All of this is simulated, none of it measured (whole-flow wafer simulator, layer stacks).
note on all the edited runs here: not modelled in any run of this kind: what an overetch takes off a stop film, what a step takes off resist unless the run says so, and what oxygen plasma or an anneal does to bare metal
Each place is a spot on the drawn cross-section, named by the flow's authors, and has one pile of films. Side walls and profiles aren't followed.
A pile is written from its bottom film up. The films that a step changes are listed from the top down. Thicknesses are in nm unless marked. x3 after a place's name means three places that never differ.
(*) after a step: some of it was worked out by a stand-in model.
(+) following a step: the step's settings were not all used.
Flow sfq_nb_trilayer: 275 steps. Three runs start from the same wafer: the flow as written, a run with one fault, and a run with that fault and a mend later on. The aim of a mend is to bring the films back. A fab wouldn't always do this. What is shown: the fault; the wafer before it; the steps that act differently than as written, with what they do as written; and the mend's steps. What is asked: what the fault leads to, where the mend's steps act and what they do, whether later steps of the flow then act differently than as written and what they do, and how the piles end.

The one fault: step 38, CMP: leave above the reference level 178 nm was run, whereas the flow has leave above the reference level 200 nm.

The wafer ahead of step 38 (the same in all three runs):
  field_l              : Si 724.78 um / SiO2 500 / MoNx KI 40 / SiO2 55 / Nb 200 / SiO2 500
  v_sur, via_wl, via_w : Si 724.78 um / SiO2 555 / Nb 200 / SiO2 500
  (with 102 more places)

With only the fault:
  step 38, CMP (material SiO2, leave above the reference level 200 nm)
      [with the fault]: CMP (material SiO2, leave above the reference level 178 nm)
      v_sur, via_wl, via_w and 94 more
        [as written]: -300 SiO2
        [with the fault]: -322 SiO2
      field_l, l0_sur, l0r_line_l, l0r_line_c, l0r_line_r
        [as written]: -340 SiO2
        [with the fault]: -362 SiO2
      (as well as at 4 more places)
  Steps further on in the flow that do not act as written (3 other steps are not shown; they differ only slightly, by no more than 2% or 0.5 nm, whichever is larger):
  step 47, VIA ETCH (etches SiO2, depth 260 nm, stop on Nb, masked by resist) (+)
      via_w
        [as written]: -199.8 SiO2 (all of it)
        [with the fault]: -177.8 SiO2 (all of it)
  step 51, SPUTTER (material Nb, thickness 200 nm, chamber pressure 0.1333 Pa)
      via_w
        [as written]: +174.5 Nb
        [with the fault]: +179.1 Nb
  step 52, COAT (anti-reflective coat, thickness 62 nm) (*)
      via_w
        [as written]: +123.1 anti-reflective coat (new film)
        [with the fault]: +116.8 anti-reflective coat (new film)
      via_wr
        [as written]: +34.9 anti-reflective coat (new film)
        [with the fault]: +33.6 anti-reflective coat (new film)
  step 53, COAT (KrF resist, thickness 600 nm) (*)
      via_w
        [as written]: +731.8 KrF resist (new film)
        [with the fault]: +714.6 KrF resist (new film)
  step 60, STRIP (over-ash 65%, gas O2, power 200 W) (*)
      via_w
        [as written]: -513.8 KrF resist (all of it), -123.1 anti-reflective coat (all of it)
        [with the fault]: -496.7 KrF resist (all of it), -116.8 anti-reflective coat (all of it)
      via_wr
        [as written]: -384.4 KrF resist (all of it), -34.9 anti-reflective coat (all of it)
        [with the fault]: -388 KrF resist (all of it), -33.6 anti-reflective coat (all of it)
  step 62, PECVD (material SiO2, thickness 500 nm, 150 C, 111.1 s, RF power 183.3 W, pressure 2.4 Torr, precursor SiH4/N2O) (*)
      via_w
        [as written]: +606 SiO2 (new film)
        [with the fault]: +554.9 SiO2 (new film)
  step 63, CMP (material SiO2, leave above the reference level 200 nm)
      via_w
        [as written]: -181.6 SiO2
        [with the fault]: -157.1 SiO2
  By the end, the piles at v_sur, via_wl, via_w and 30 more depart from the flow's by more than 2% or 0.5 nm, whichever is larger.
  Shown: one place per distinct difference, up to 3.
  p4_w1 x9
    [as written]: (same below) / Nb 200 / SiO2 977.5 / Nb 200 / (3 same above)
    [with the fault]: (same below) / Nb 200 / SiO2 955.5 / Nb 200 / (3 same above)
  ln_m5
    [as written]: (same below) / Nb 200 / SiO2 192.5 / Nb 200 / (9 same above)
    [with the fault]: (same below) / Nb 200 / SiO2 170.5 / Nb 200 / (9 same above)
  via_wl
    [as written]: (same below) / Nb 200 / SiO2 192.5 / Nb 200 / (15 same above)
    [with the fault]: (same below) / Nb 200 / SiO2 170.5 / Nb 200 / (15 same above)

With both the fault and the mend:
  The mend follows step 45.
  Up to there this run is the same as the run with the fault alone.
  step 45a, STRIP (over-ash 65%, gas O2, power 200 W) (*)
      field_l, v_sur, via_wl and 102 more
        -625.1 KrF resist (all of it), -62 anti-reflective coat (all of it)
      via_w
        -62 anti-reflective coat (all of it)
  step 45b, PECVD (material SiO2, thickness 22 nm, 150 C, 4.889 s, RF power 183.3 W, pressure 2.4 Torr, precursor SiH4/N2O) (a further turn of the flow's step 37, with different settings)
      field_l, v_sur, via_wl and 103 more
        +22 SiO2
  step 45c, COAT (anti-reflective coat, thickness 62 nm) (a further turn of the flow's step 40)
      field_l, v_sur, via_wl and 103 more
        +62 anti-reflective coat (new film)
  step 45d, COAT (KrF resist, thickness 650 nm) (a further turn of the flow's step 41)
      field_l, v_sur, via_wl and 103 more
        +650 KrF resist (new film)
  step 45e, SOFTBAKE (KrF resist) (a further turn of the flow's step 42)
      alters no film at any place that is followed
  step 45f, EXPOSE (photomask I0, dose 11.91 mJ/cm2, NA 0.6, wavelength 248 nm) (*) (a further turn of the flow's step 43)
      alters no film at any place that is followed
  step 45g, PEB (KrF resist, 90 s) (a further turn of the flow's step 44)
      field_l, v_sur, via_wl and 103 more
        -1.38 KrF resist
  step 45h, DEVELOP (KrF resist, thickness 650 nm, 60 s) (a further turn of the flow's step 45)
      field_l, v_sur, via_wl and 102 more
        -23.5 KrF resist
      via_w
        -648.6 KrF resist (all of it)
  Every later step of the flow that is run acts as written, at every place that is followed, to within 2% or 0.5 nm, whichever is larger.
  When the end is reached, the piles differ only a little from the flow's at the places that both follow, at most by 2% or 0.5 nm, whichever is larger.
